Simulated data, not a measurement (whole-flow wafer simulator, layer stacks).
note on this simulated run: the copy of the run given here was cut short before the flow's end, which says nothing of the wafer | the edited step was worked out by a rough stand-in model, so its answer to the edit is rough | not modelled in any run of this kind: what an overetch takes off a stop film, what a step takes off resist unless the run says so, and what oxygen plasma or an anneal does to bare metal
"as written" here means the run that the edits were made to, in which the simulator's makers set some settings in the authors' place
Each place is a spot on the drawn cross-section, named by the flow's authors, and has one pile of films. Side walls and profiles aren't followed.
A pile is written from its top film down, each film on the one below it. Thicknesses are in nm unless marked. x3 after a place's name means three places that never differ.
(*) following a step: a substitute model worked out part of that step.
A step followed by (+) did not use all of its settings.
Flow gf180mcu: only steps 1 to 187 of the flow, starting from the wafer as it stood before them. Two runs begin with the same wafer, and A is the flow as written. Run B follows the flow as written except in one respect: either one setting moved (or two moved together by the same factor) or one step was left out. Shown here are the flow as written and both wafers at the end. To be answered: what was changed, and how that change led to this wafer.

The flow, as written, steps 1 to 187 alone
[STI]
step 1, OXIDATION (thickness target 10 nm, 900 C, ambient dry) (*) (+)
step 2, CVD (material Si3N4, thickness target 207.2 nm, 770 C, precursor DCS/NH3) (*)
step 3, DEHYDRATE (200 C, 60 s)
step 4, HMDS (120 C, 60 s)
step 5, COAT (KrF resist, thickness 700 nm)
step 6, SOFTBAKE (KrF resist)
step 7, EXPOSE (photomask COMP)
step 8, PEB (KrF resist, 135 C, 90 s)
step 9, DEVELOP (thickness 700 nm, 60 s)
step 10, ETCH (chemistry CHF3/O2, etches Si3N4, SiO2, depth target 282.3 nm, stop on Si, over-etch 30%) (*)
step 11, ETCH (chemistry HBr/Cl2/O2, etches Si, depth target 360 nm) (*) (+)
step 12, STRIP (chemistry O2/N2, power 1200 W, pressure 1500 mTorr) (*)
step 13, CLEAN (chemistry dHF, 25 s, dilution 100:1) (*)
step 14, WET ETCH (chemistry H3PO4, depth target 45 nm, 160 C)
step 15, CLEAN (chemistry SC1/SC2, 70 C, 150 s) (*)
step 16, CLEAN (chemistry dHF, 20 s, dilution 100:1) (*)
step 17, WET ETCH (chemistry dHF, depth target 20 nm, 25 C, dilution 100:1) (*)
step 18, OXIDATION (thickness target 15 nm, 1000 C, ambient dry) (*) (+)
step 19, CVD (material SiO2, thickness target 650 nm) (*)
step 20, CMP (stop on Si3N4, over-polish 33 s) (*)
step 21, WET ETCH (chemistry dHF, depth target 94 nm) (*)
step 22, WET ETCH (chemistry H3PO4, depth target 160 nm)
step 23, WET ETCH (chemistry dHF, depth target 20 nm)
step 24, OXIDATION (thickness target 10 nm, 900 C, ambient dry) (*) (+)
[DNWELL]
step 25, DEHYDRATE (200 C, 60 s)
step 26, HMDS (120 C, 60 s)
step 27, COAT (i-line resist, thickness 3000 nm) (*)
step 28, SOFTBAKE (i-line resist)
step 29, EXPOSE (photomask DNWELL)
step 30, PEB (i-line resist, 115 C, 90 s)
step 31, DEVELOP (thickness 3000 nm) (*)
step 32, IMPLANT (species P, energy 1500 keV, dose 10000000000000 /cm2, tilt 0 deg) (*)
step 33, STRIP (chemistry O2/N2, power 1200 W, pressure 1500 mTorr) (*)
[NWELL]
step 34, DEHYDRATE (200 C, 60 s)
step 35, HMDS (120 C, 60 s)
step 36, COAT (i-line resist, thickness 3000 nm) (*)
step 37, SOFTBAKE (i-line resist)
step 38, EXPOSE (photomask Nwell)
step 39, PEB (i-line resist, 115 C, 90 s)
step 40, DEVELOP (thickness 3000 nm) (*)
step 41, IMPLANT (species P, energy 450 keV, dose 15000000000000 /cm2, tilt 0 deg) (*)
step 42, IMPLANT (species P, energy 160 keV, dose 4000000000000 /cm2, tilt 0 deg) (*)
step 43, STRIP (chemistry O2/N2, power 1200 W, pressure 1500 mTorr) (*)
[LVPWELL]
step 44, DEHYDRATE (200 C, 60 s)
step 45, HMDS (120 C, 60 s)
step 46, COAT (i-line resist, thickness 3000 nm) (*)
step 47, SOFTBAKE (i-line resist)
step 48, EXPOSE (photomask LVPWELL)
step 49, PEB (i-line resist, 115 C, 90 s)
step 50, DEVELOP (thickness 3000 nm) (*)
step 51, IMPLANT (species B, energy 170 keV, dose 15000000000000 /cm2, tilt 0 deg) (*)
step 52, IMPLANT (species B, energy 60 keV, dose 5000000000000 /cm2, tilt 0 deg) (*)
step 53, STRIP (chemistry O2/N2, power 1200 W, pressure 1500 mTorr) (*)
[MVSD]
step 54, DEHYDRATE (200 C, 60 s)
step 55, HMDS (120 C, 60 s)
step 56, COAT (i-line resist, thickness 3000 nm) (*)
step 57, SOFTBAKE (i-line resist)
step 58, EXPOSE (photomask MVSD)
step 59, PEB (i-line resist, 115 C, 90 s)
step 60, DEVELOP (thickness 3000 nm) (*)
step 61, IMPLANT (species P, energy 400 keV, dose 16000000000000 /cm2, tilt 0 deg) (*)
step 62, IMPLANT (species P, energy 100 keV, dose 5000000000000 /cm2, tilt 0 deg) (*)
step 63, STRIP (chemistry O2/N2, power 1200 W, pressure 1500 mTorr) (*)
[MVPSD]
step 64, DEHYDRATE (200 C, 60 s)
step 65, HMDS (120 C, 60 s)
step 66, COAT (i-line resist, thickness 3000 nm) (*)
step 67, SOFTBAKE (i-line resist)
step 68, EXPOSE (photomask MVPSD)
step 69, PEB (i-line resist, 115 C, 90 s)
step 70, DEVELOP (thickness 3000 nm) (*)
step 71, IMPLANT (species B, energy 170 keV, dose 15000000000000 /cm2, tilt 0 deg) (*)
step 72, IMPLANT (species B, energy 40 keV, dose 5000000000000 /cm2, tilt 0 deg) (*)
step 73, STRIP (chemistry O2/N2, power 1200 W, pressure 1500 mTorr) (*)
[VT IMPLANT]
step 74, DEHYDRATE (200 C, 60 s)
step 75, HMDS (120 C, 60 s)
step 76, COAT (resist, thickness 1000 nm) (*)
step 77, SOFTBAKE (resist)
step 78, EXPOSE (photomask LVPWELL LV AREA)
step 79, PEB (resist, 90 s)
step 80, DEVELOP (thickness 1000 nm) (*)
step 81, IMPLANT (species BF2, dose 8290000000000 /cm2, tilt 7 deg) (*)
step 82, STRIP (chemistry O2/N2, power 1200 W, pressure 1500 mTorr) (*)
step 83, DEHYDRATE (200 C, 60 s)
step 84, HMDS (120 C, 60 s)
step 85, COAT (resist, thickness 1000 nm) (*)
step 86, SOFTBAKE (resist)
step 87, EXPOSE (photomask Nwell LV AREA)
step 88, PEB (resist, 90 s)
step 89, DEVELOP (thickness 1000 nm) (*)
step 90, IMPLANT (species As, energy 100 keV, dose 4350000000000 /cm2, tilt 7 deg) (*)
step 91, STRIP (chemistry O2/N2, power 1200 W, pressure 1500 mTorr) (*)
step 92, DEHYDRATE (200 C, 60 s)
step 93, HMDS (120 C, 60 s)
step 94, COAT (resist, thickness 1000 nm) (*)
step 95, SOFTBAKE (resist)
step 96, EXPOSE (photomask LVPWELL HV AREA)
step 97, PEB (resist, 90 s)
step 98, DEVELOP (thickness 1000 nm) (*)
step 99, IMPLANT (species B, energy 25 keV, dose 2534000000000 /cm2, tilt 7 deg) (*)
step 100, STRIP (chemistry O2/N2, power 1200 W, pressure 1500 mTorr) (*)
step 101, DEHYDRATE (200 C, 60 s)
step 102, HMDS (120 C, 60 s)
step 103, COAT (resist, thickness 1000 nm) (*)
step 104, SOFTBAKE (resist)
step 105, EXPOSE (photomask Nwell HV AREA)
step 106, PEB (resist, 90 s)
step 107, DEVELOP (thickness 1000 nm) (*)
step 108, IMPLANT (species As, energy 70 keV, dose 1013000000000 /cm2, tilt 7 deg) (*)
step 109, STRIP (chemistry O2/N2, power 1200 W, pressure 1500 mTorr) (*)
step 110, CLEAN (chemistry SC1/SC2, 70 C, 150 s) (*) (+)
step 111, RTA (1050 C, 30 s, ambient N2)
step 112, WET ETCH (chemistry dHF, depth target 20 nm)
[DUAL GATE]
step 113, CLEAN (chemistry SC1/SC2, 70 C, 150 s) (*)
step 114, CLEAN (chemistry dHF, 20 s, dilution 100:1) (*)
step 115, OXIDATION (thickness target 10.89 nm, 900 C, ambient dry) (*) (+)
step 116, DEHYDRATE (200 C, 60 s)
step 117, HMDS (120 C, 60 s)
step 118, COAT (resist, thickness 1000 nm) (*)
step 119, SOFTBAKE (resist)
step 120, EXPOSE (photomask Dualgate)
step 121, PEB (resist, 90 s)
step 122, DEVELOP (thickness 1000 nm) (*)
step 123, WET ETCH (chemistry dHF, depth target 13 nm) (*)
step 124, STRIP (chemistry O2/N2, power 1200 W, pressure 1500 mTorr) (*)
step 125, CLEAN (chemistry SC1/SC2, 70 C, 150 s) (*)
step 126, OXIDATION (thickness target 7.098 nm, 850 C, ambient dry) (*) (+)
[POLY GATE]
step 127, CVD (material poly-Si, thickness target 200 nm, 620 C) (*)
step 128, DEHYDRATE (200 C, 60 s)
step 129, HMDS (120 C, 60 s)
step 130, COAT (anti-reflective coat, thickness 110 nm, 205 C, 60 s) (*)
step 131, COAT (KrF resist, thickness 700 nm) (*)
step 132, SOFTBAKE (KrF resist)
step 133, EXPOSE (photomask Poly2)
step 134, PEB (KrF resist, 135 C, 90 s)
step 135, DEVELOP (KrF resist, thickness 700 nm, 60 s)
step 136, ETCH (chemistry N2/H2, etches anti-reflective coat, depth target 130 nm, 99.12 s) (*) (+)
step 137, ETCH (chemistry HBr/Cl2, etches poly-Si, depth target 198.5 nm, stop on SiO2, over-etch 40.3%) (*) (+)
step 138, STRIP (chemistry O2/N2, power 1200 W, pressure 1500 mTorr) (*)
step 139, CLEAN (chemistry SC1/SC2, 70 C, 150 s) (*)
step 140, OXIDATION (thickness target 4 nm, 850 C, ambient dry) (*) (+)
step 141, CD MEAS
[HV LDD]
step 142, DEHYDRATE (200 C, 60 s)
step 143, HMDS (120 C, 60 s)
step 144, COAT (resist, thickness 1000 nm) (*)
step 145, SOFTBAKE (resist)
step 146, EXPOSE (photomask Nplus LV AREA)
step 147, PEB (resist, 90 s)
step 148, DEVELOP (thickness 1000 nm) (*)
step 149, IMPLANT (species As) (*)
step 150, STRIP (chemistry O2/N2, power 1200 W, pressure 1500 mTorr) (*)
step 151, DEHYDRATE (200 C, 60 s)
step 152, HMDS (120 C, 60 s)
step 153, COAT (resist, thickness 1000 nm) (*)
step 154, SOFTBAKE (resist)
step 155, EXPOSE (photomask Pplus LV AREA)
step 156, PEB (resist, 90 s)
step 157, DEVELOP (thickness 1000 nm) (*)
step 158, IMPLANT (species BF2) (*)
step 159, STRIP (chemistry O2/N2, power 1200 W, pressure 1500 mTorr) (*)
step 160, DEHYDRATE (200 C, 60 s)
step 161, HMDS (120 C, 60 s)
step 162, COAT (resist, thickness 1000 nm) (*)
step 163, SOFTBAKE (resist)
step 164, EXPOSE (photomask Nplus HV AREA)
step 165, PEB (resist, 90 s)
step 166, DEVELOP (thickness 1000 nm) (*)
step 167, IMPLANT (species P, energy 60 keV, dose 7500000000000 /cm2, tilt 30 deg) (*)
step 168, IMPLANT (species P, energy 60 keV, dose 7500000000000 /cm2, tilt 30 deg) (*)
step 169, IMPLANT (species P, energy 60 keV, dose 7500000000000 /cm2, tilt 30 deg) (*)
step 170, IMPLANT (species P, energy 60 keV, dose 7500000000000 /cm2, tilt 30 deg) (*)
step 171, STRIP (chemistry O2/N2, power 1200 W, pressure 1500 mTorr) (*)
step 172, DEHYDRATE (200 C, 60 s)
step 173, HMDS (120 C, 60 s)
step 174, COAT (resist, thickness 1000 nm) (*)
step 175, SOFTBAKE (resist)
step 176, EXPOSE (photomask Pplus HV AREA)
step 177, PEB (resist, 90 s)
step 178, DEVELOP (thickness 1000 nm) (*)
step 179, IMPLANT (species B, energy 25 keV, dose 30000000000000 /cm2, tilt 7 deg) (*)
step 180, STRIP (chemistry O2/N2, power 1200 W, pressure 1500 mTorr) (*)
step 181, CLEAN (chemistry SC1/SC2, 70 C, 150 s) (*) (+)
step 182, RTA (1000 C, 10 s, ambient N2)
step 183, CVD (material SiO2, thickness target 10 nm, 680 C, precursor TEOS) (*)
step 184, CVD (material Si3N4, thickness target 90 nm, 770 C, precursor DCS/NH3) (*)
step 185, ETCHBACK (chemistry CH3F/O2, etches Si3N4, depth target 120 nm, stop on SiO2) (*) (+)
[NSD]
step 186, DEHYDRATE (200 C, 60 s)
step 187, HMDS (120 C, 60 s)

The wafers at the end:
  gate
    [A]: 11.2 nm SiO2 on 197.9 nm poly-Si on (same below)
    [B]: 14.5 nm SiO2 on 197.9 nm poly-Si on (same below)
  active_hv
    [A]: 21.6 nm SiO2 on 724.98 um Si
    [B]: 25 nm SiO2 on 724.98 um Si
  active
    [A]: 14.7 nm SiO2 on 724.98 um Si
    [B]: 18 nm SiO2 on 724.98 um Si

What caused this: step 183, CVD: 692 C was run, whereas the flow has 680 C.

How this came from the change, step by step:
  step 183, CVD (material SiO2, thickness target 10 nm, 680 C, precursor TEOS) (*)
      field, field__w1, field__w2 and 99 more: A +10 SiO2 | B +13.3 SiO2
      ld_drift_p: A +9.87 SiO2 | B +13.2 SiO2
      (also at 1 further place)
